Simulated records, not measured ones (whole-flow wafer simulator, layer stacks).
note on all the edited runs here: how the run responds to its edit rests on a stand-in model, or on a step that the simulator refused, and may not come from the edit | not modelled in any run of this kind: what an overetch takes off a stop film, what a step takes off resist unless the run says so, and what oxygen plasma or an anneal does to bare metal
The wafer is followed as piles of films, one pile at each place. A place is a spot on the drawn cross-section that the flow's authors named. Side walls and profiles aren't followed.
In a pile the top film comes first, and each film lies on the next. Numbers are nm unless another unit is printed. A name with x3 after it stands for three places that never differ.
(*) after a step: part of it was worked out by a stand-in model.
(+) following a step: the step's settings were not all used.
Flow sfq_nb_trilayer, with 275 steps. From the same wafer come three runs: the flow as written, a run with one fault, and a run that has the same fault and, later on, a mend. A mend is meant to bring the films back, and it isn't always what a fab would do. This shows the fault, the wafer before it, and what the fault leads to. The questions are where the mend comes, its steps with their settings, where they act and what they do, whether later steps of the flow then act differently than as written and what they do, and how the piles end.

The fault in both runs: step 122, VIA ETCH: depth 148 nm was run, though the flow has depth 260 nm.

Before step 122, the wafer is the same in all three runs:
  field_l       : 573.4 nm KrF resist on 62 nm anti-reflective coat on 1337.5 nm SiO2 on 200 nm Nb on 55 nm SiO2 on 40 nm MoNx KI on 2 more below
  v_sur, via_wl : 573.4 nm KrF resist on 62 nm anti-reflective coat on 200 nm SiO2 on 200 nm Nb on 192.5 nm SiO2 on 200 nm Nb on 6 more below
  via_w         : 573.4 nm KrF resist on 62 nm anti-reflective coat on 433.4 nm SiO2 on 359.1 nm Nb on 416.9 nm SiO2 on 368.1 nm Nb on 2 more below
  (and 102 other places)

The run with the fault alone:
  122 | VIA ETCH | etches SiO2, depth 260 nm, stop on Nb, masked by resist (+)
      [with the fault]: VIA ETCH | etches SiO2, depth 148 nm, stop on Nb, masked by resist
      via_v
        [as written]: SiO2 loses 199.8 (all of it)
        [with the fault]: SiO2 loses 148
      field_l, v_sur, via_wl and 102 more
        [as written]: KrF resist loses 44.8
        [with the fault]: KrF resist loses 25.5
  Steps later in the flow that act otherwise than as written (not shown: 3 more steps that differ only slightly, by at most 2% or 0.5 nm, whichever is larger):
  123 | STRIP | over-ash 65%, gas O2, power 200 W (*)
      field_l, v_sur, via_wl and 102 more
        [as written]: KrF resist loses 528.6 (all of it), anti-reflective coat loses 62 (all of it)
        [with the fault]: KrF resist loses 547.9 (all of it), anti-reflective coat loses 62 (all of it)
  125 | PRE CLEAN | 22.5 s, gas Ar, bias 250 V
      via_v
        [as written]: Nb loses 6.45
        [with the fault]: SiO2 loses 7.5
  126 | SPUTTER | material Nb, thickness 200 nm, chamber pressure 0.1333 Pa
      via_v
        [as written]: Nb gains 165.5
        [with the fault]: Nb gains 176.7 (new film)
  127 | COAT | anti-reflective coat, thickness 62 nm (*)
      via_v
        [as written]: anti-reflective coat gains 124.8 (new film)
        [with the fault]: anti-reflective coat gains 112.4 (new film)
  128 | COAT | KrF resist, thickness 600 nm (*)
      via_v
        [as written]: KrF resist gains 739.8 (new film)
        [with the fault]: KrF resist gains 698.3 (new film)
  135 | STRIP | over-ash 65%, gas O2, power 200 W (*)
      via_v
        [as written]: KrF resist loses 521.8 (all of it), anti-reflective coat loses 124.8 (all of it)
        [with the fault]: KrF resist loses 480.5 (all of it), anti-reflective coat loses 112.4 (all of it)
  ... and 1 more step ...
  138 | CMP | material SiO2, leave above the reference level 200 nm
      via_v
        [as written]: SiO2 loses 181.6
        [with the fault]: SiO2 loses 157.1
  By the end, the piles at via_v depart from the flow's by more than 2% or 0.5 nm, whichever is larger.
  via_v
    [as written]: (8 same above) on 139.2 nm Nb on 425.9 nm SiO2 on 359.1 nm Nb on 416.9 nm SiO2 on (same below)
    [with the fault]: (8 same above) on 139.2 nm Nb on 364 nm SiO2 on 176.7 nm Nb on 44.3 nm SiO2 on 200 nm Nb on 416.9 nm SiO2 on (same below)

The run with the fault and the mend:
  After step 123 comes the mend.
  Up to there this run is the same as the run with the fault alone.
  123a | COAT | anti-reflective coat, thickness 62 nm (*) (a further turn of the flow's step 115)
      p4_fl x3, p4_w1 x9, p4_g1 x2 and 63 more
        anti-reflective coat gains 62 (new film)
      r_sur, res, r_end and 9 more
        anti-reflective coat gains 61.8 (new film)
      c5j, ce_r, sp_r, be_r
        anti-reflective coat gains 61.7 (new film)
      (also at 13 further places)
  123b | COAT | KrF resist, thickness 650 nm (*) (a further turn of the flow's step 116)
      p4_fl x3, p4_w1 x9, p4_g1 x2 and 63 more
        KrF resist gains 650 (new film)
      ln_m5, lsp_m, ln_m6, lsp_r, l0_sur, l0v
        KrF resist gains 649.7 (new film)
      r_end, moat, field_r, lsp_l
        KrF resist gains 649.6 (new film)
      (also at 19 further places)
  123c | SOFTBAKE | KrF resist (a further turn of the flow's step 117)
      alters no film at any place that is followed
  123d | EXPOSE | photomask I3, dose 11.91 mJ/cm2, NA 0.6, wavelength 248 nm (*) (a further turn of the flow's step 118)
      alters no film at any place that is followed
  123e | PEB | KrF resist, 90 s (a further turn of the flow's step 119)
      c5j, ce_r, sp_r and 90 more
        KrF resist loses 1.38
      field_l, v_sur, via_wl and 8 more
        KrF resist loses 1.37
      via_wr
        KrF resist loses 1.36
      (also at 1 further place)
  123f | DEVELOP | KrF resist, thickness 650 nm, 60 s (a further turn of the flow's step 120)
      field_l, v_sur, via_wl and 102 more
        KrF resist loses 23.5
      via_v
        KrF resist loses 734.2 (all of it)
  123g | VIA ETCH | etches anti-reflective coat, depth 125 nm, masked by resist (+) (a further turn of the flow's step 121)
      field_l, v_sur, via_wl and 102 more
        KrF resist loses 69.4
      via_v
        anti-reflective coat loses 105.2 (all of it), SiO2 loses 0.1
  123h | VIA ETCH | etches SiO2, depth 112 nm, stop on Nb, masked by resist (+) (a further turn of the flow's step 122, with different settings)
      field_l, v_sur, via_wl and 102 more
        KrF resist loses 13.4
      via_v
        SiO2 loses 51.7 (all of it)
  123i | STRIP | over-ash 65%, gas O2, power 200 W (*) (a further turn of the flow's step 123)
      p4_fl x3, p4_w1 x9, p4_g1 x2 and 63 more
        KrF resist loses 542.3 (all of it), anti-reflective coat loses 62 (all of it)
      moat, field_r, lsp_l, ln_m5, lsp_m, l0v
        KrF resist loses 541.9 (all of it), anti-reflective coat loses 61.8 (all of it)
      ln_m6, lsp_r, l0_sur
        KrF resist loses 542 (all of it), anti-reflective coat loses 61.8 (all of it)
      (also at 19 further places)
  Every later step of the flow that is run acts as written at every place that is followed.
  The piles end the same as the flow's at every place that both follow.
